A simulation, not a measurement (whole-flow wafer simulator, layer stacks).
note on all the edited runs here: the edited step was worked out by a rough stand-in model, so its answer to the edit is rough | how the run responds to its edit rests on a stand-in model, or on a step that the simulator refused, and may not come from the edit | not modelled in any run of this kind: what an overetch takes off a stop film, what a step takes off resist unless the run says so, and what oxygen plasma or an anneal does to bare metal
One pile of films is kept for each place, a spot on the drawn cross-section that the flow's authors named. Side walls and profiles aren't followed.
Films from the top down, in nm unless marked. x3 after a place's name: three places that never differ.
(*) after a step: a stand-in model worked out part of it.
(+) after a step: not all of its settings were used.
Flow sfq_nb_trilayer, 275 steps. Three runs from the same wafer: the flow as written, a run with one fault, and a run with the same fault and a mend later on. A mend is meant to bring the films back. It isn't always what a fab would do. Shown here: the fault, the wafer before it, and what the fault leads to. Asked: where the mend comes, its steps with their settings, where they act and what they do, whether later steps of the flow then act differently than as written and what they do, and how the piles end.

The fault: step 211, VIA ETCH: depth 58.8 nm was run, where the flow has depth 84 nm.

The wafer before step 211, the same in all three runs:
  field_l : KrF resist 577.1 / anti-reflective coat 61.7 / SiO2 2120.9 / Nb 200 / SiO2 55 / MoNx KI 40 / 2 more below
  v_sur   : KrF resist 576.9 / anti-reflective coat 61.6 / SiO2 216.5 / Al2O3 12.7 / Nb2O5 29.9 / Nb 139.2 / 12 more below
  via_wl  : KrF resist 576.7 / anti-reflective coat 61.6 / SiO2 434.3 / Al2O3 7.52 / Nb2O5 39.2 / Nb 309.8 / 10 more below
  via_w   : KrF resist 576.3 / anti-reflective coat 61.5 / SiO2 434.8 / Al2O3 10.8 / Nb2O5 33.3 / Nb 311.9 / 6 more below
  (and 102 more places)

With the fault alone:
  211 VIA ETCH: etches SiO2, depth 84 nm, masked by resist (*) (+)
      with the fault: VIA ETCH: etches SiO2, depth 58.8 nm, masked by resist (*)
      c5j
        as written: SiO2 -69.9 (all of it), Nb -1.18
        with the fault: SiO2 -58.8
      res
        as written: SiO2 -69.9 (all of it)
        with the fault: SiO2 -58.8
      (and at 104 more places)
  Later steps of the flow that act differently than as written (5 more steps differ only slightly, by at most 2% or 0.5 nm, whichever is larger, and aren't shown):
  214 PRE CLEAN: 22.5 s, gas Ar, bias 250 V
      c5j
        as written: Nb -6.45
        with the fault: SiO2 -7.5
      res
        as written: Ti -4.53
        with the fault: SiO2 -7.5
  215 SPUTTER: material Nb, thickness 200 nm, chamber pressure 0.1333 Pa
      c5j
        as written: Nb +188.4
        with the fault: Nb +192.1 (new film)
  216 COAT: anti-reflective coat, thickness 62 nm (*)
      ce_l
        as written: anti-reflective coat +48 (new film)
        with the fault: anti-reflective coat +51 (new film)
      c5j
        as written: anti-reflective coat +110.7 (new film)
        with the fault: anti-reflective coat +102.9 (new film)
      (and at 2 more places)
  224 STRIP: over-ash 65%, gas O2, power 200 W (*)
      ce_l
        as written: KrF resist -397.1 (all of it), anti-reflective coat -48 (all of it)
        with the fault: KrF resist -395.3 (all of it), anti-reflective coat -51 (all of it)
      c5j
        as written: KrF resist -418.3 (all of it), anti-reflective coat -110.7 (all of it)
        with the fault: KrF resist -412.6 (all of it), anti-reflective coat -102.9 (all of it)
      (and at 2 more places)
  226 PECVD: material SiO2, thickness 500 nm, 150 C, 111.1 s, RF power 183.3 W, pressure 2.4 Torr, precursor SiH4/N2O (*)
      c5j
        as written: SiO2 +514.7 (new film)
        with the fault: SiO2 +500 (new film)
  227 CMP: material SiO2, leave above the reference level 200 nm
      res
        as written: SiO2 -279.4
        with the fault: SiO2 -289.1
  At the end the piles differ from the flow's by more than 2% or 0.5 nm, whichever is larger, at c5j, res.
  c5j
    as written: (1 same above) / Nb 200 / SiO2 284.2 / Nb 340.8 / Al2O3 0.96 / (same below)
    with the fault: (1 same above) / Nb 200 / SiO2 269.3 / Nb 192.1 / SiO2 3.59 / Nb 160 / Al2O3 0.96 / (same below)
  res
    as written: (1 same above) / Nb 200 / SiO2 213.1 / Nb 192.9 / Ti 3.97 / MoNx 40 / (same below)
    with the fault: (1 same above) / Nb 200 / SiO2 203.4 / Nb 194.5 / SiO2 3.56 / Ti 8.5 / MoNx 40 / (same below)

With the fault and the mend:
  The mend comes after step 212.
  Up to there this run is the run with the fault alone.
  212a COAT: anti-reflective coat, thickness 62 nm (*) (the flow's step 204 once more)
      ln_m5, p4_fl x3, p4_w1 x9 and 52 more
        anti-reflective coat +62 (new film)
      field_r, lsp_m, ln_m6 and 7 more
        anti-reflective coat +61.9 (new film)
      v_sur, via_wl
        anti-reflective coat +61.5 (new film)
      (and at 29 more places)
  212b COAT: KrF resist, thickness 650 nm (*) (the flow's step 205 once more)
      l0_sur, l0v, p4_fl x3 and 44 more
        KrF resist +650 (new film)
      wl_b_m5, wl_b_sr, wl_c_sl and 12 more
        KrF resist +649.9 (new film)
      ln_m6, wl_j_sl, wl_j_sr
        KrF resist +650.2 (new film)
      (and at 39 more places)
  212c SOFTBAKE: KrF resist (the flow's step 206 once more)
      changes no film at any place that is followed
  212d EXPOSE: photomask C5, dose 11.94 mJ/cm2, NA 0.6, wavelength 248 nm (*) (the flow's step 207 once more)
      changes no film at any place that is followed
  212e PEB: KrF resist, 90 s (the flow's step 208 once more)
      field_l, sp_r, moat and 79 more
        KrF resist -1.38
      v_sur, via_wl, via_w, via_wr, via_sp, be_sur, jj_sur, res
        KrF resist -1.37
      r5r_line_l, r5r_line_c, r5r_line_r
        KrF resist -1.34
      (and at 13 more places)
  212f DEVELOP: KrF resist, thickness 650 nm, 60 s (the flow's step 209 once more)
      field_l, v_sur, via_wl and 101 more
        KrF resist -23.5
      c5j
        KrF resist -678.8 (all of it)
      res
        KrF resist -647.5 (all of it)
  212g VIA ETCH: etches anti-reflective coat, depth 125 nm, masked by resist (+) (the flow's step 210 once more)
      field_l, v_sur, via_wl and 101 more
        KrF resist -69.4
      c5j
        anti-reflective coat -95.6 (all of it), SiO2 -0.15
      res
        anti-reflective coat -84.5 (all of it), SiO2 -0.2
  212h VIA ETCH: etches SiO2, depth 25.2 nm, masked by resist (*) (+) (the flow's step 211 once more, with other settings)
      field_l, v_sur, via_wl and 101 more
        KrF resist -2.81
      c5j
        SiO2 -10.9 (all of it), Nb -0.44
      res
        SiO2 -10.9 (all of it)
  212i STRIP: over-ash 65%, gas O2, power 200 W (*) (the flow's step 212 once more)
      p4_fl x3, p4_w1 x9, p4_g1 x2 and 33 more
        KrF resist -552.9 (all of it), anti-reflective coat -62 (all of it)
      wl_b_sl, wl_b_m5, wl_b_sr and 14 more
        KrF resist -552.7 (all of it), anti-reflective coat -62 (all of it)
      wl_j_sl, wl_j_sr
        KrF resist -553 (all of it), anti-reflective coat -60.2 (all of it)
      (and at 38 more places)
  No later step of the flow acts differently than as written, at any place that is followed, by more than 2% or 0.5 nm, whichever is larger.
  At the end the piles differ from the flow's only slightly at the places that both follow, by at most 2% or 0.5 nm, whichever is larger.
